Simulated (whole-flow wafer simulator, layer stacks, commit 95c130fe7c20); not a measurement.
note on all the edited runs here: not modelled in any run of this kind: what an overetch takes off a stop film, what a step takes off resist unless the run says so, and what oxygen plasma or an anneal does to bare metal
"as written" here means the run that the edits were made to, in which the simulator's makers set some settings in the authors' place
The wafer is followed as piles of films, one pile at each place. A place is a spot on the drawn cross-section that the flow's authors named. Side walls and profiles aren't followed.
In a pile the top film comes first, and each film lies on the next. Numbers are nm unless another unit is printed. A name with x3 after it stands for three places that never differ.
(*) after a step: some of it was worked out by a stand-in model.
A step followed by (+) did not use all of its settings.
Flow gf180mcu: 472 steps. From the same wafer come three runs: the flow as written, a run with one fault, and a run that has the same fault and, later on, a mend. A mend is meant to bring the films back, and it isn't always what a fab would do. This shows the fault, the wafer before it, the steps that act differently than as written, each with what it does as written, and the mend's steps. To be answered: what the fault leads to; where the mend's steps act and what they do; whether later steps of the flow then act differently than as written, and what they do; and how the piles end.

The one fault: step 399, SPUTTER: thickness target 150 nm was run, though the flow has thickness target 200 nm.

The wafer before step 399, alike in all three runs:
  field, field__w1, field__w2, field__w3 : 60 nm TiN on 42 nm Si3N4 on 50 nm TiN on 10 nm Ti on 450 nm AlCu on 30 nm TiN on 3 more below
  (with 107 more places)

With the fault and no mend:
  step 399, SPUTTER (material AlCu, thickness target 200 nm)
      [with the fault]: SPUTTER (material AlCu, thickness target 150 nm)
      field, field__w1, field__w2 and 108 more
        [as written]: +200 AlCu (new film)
        [with the fault]: +150 AlCu (new film)
  Later steps of the flow acting differently than as written (not shown: 4 more steps that differ only slightly, by at most 2% or 0.5 nm, whichever is larger):
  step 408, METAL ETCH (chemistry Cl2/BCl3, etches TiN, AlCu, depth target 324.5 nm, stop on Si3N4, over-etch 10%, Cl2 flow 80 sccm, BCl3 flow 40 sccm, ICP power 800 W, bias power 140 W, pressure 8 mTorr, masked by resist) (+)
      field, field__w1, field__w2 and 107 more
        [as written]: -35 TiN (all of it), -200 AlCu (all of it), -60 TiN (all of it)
        [with the fault]: -35 TiN (all of it), -150 AlCu (all of it), -60 TiN (all of it)
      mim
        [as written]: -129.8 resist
        [with the fault]: -107.8 resist
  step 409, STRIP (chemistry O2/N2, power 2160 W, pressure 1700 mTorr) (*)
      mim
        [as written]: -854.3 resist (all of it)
        [with the fault]: -876.3 resist (all of it)
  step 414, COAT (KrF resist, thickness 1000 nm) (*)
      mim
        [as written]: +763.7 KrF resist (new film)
        [with the fault]: +802.1 KrF resist (new film)
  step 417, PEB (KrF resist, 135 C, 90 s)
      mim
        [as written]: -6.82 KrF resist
        [with the fault]: -7.43 KrF resist
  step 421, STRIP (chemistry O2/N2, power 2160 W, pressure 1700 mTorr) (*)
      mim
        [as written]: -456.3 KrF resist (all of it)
        [with the fault]: -494.1 KrF resist (all of it)
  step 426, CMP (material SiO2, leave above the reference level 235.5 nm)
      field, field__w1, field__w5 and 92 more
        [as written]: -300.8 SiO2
        [with the fault]: -350.8 SiO2
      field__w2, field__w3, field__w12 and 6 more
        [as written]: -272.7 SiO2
        [with the fault]: -322.7 SiO2
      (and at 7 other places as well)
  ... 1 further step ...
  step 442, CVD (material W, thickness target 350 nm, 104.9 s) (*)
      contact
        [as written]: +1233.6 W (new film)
        [with the fault]: +1183.2 W (new film)
  The piles end different from the flow's at field__w4, field__w8, contact, m1, m1__w1, mim, mim_1p0, m1_nw by more than 2% or 0.5 nm, whichever is larger.
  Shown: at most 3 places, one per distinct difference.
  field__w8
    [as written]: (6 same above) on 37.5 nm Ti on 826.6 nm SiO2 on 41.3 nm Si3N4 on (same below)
    [with the fault]: (6 same above) on 37.5 nm Ti on 776.6 nm SiO2 on 41.3 nm Si3N4 on (same below)
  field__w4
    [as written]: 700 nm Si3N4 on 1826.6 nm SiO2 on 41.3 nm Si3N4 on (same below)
    [with the fault]: 700 nm Si3N4 on 1776.6 nm SiO2 on 41.3 nm Si3N4 on (same below)
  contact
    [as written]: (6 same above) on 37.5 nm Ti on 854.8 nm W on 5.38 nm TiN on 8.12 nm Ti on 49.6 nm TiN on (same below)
    [with the fault]: (6 same above) on 37.5 nm Ti on 804.4 nm W on 5.54 nm TiN on 8.36 nm Ti on 49.6 nm TiN on (same below)

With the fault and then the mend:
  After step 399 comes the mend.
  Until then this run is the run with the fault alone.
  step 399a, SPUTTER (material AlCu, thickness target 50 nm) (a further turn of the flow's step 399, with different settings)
      field, field__w1, field__w2 and 108 more
        +50 AlCu
  Later steps of the flow that are run all act as written at every place that is followed.
  At every place that both follow, the piles at the end match the flow's.
